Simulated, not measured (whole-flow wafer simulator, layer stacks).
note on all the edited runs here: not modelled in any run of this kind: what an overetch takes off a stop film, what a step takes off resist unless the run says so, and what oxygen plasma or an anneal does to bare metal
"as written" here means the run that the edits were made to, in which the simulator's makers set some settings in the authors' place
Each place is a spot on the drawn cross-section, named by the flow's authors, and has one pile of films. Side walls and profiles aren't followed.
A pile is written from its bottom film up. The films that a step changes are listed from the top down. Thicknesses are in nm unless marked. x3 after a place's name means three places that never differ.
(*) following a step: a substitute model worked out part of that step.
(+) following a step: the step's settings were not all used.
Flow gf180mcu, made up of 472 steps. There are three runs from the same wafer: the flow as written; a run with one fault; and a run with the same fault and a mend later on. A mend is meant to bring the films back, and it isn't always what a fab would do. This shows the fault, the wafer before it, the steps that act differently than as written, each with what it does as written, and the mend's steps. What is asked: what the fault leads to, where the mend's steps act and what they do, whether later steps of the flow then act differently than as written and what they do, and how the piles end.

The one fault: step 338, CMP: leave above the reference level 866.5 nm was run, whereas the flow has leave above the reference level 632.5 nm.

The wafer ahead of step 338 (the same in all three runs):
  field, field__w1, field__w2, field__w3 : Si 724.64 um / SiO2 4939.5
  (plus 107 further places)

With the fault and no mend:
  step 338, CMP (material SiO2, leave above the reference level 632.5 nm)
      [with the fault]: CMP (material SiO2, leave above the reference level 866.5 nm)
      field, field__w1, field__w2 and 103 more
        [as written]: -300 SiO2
        [with the fault]: -66 SiO2
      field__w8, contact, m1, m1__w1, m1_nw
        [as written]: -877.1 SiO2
        [with the fault]: -643.1 SiO2
  Steps later in the flow that act otherwise than as written:
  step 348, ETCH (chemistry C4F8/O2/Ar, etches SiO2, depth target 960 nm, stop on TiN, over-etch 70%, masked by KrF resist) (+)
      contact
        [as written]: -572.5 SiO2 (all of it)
        [with the fault]: -806.5 SiO2 (all of it)
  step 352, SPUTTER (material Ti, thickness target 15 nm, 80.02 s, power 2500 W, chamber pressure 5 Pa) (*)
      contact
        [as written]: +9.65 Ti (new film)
        [with the fault]: +8.43 Ti (new film)
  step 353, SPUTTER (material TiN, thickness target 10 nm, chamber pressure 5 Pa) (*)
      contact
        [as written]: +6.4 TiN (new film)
        [with the fault]: +5.59 TiN (new film)
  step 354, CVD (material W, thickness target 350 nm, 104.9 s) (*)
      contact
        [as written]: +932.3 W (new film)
        [with the fault]: +1168.3 W (new film)
  The piles end different from the flow's at field, field__w1, field__w2 and 109 more by more than 2% or 0.5 nm, whichever is larger.
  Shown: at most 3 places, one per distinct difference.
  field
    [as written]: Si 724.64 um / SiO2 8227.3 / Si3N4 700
    [with the fault]: Si 724.64 um / SiO2 8461.3 / Si3N4 700
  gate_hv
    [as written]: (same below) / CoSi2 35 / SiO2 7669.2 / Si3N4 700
    [with the fault]: (same below) / CoSi2 35 / SiO2 7903.2 / Si3N4 700
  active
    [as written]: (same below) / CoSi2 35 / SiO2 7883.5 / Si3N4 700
    [with the fault]: (same below) / CoSi2 35 / SiO2 8117.5 / Si3N4 700

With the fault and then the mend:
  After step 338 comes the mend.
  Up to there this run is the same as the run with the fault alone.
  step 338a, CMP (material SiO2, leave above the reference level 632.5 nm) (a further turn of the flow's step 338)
      field, field__w1, field__w2 and 108 more
        -234 SiO2
  Every later step of the flow that is run acts as written at every place that is followed.
  By the end, the piles equal the flow's at every place that both follow.
